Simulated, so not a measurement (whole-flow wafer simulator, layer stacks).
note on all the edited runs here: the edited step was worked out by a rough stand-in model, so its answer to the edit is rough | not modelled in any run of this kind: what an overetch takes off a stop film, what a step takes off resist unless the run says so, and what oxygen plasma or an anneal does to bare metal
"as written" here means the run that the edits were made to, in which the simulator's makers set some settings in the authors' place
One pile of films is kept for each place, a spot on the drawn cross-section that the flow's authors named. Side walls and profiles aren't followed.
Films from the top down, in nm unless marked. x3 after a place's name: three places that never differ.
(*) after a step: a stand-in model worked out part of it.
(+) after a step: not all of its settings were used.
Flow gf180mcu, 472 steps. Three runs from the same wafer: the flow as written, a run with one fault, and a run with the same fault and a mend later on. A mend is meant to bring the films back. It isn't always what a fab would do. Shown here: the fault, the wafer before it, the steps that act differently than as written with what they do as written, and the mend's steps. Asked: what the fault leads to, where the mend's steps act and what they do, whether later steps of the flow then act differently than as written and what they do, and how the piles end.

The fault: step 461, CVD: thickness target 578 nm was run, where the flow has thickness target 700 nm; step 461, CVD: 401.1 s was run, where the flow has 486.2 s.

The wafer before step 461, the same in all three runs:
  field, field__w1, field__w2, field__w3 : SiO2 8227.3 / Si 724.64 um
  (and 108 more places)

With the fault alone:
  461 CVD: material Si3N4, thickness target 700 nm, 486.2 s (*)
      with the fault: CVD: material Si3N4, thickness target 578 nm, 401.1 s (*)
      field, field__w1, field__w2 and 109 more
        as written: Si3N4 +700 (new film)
        with the fault: Si3N4 +577.5 (new film)
  Later steps of the flow that act differently than as written (4 more steps differ only slightly, by at most 2% or 0.5 nm, whichever is larger, and aren't shown):
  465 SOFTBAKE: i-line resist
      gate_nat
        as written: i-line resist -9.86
        with the fault: i-line resist -9.22
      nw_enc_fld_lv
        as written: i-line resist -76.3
        with the fault: i-line resist -74.5
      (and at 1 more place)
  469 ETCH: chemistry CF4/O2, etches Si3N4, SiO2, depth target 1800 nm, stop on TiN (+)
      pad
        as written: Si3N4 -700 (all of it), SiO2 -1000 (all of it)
        with the fault: Si3N4 -577.5 (all of it), SiO2 -1000 (all of it)
  At the end the piles differ from the flow's by more than 2% or 0.5 nm, whichever is larger, at field, field__w1, field__w2 and 108 more.
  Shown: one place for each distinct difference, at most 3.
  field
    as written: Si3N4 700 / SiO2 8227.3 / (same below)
    with the fault: Si3N4 577.5 / SiO2 8227.3 / (same below)
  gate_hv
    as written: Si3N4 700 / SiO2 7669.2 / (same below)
    with the fault: Si3N4 577.5 / SiO2 7669.2 / (same below)
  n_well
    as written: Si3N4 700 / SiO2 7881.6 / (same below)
    with the fault: Si3N4 577.5 / SiO2 7881.6 / (same below)

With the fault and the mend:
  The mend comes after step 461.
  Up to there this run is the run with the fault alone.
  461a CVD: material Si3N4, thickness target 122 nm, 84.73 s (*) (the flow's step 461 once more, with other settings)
      field, field__w1, field__w2 and 109 more
        Si3N4 +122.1
  No later step of the flow acts differently than as written, at any place that is followed, by more than 2% or 0.5 nm, whichever is larger.
  At the end the piles differ from the flow's only slightly at the places that both follow, by at most 2% or 0.5 nm, whichever is larger.
